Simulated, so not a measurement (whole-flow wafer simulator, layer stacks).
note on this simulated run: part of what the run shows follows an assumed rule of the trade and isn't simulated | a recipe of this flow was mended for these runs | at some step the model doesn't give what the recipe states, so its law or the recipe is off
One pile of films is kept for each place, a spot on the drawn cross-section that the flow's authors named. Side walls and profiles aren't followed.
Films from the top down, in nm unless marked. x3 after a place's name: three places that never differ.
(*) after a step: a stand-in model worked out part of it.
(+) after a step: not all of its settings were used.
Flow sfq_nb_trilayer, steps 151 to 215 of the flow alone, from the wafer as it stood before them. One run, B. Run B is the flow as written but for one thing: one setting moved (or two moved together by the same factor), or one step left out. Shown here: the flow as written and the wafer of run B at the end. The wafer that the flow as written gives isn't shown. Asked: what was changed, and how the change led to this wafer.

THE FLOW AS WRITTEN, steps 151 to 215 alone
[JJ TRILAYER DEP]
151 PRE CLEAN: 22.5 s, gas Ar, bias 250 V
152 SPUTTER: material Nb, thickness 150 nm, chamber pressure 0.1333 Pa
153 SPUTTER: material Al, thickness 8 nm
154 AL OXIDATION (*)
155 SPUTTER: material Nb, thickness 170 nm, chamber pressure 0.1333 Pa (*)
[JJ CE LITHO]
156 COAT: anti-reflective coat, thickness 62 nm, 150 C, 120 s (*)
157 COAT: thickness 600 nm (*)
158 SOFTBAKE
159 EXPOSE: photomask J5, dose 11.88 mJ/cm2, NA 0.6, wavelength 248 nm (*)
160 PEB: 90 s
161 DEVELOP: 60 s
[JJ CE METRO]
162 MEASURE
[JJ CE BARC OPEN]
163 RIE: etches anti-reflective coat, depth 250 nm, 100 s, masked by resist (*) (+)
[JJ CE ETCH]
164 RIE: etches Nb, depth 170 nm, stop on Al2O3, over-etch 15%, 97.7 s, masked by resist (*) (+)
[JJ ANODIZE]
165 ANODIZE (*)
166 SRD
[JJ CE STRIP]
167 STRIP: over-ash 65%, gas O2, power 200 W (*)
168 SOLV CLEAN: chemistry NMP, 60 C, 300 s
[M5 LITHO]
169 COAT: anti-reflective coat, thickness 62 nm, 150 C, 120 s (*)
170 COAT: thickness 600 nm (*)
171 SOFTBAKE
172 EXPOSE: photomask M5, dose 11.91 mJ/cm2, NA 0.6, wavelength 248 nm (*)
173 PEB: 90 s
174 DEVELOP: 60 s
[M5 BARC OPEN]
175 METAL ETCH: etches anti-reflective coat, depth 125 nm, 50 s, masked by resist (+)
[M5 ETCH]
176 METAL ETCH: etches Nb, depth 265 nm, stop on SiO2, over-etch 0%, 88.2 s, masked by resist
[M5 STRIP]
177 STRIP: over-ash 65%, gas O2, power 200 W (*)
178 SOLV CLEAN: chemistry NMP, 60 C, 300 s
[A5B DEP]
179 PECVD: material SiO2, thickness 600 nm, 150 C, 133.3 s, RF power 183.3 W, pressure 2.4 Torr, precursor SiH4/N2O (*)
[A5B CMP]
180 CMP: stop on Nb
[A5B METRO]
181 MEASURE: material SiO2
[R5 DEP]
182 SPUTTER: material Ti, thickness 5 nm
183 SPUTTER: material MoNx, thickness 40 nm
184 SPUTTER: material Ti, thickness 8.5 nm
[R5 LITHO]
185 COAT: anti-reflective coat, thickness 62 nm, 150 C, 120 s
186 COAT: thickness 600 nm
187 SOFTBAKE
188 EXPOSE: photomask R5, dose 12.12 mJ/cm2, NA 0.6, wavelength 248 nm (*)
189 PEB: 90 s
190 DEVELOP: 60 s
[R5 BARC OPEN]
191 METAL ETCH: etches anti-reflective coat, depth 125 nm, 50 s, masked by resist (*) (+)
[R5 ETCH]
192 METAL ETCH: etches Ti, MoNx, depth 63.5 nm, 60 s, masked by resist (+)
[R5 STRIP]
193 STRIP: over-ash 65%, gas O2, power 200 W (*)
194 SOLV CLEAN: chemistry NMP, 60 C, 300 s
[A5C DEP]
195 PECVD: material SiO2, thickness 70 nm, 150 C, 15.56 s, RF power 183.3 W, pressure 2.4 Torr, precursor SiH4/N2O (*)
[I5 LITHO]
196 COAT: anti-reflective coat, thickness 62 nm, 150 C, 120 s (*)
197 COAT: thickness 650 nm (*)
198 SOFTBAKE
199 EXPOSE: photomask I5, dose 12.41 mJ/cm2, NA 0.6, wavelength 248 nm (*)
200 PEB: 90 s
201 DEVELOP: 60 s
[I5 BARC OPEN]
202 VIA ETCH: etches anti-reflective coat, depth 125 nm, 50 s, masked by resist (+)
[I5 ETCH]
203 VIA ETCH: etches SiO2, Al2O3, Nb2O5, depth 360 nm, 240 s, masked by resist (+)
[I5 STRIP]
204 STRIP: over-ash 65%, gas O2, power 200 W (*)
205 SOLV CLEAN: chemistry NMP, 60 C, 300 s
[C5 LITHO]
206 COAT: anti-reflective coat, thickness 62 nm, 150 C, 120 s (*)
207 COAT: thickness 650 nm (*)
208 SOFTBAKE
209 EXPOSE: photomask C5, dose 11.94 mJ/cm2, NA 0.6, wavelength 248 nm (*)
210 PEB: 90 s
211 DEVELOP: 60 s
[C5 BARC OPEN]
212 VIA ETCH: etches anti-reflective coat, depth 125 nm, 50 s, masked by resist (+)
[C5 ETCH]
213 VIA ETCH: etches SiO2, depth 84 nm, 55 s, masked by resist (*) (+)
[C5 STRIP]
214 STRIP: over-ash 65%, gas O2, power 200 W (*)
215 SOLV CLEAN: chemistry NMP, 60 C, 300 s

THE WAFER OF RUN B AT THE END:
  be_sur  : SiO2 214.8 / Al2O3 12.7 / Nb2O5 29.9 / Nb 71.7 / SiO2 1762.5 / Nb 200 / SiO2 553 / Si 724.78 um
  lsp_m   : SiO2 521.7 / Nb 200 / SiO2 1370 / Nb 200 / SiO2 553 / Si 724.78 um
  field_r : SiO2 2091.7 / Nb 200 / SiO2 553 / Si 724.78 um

The cause: step 152, SPUTTER: thickness 82.5 nm was run, where the flow has thickness 150 nm.

How the change led to this, step by step:
  152 SPUTTER: material Nb, thickness 150 nm, chamber pressure 0.1333 Pa
      field_l, v_sur, via_sp and 100 more: Nb +82.5 (new film) (as written it would be: Nb +150 (new film))
      via_wl, via_wr: Nb +58.5 (as written it would be: Nb +129.8)
      (and at 1 more place)
  155 SPUTTER: material Nb, thickness 170 nm, chamber pressure 0.1333 Pa (*)
      via_w: Nb +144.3 (new film) (as written it would be: Nb +140.2 (new film))
  156 COAT: anti-reflective coat, thickness 62 nm, 150 C, 120 s (*)
      via_wl, via_wr: anti-reflective coat +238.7 (new film) (as written it would be: anti-reflective coat +224.3 (new film))
  157 COAT: thickness 600 nm (*)
      via_w: KrF-resist-other-grade +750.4 (new film) (as written it would be: KrF-resist-other-grade +766.6 (new film))
  161 DEVELOP: 60 s
      via_w: KrF-resist-other-grade -748.8 (all of it) (as written it would be: KrF-resist-other-grade -764.9 (all of it))
  163 RIE: etches anti-reflective coat, depth 250 nm, 100 s, masked by resist (*) (+)
      via_wl, via_wr: anti-reflective coat -238.7 (all of it) (as written it would be: anti-reflective coat -224.3 (all of it))
  164 RIE: etches Nb, depth 170 nm, stop on Al2O3, over-etch 15%, 97.7 s, masked by resist (*) (+)
      via_w: Nb -144.3 (all of it), Al2O3 -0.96 (all of it) (as written it would be: Nb -140.2 (all of it), Al2O3 -0.96 (all of it))
  165 ANODIZE (*)
      via_wl, via_wr: Al2O3 +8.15 (new film), Nb2O5 +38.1 (new film), Al -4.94 (all of it), Nb -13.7 (as written it would be: Al2O3 +7.51 (new film), Nb2O5 +39.2 (new film), Al -4.55 (all of it), Nb -14.1)
  169 COAT: anti-reflective coat, thickness 62 nm, 150 C, 120 s (*)
      via_w: anti-reflective coat +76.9 (new film) (as written it would be: anti-reflective coat +82.9 (new film))
  176 METAL ETCH: etches Nb, depth 265 nm, stop on SiO2, over-etch 0%, 88.2 s, masked by resist
      field_l, res, r_end and 47 more: Al2O3 -12.6 (all of it), Nb2O5 -29.9 (all of it), Nb -71.7 (all of it), SiO2 -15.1 (as written it would be: Al2O3 -12.6 (all of it), Nb2O5 -29.9 (all of it), Nb -139.2 (all of it), SiO2 -8.33)
      r_sur, wl_a_sl, wl_a_m6: Al2O3 -12.5 (all of it), Nb2O5 -29.9 (all of it), Nb -71.7 (all of it), SiO2 -15.1 (as written it would be: Al2O3 -12.5 (all of it), Nb2O5 -29.9 (all of it), Nb -139.2 (all of it), SiO2 -8.33)
  177 STRIP: over-ash 65%, gas O2, power 200 W (*)
      via_w: KrF-resist-other-grade -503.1 (all of it), anti-reflective coat -76.9 (all of it) (as written it would be: KrF-resist-other-grade -509.5 (all of it), anti-reflective coat -82.9 (all of it))
  179 PECVD: material SiO2, thickness 600 nm, 150 C, 133.3 s, RF power 183.3 W, pressure 2.4 Torr, precursor SiH4/N2O (*)
      via_wl, via_wr: SiO2 +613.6 (new film) (as written it would be: SiO2 +600 (new film))
  180 CMP: stop on Nb
      field_l, lsp_m, ln_m6 and 44 more: SiO2 -324 (as written it would be: SiO2 -263.3)
      r_sur, res, r_end, moat, field_r, lsp_l: SiO2 -324 (as written it would be: SiO2 -256.4)
      (and at 3 more places)
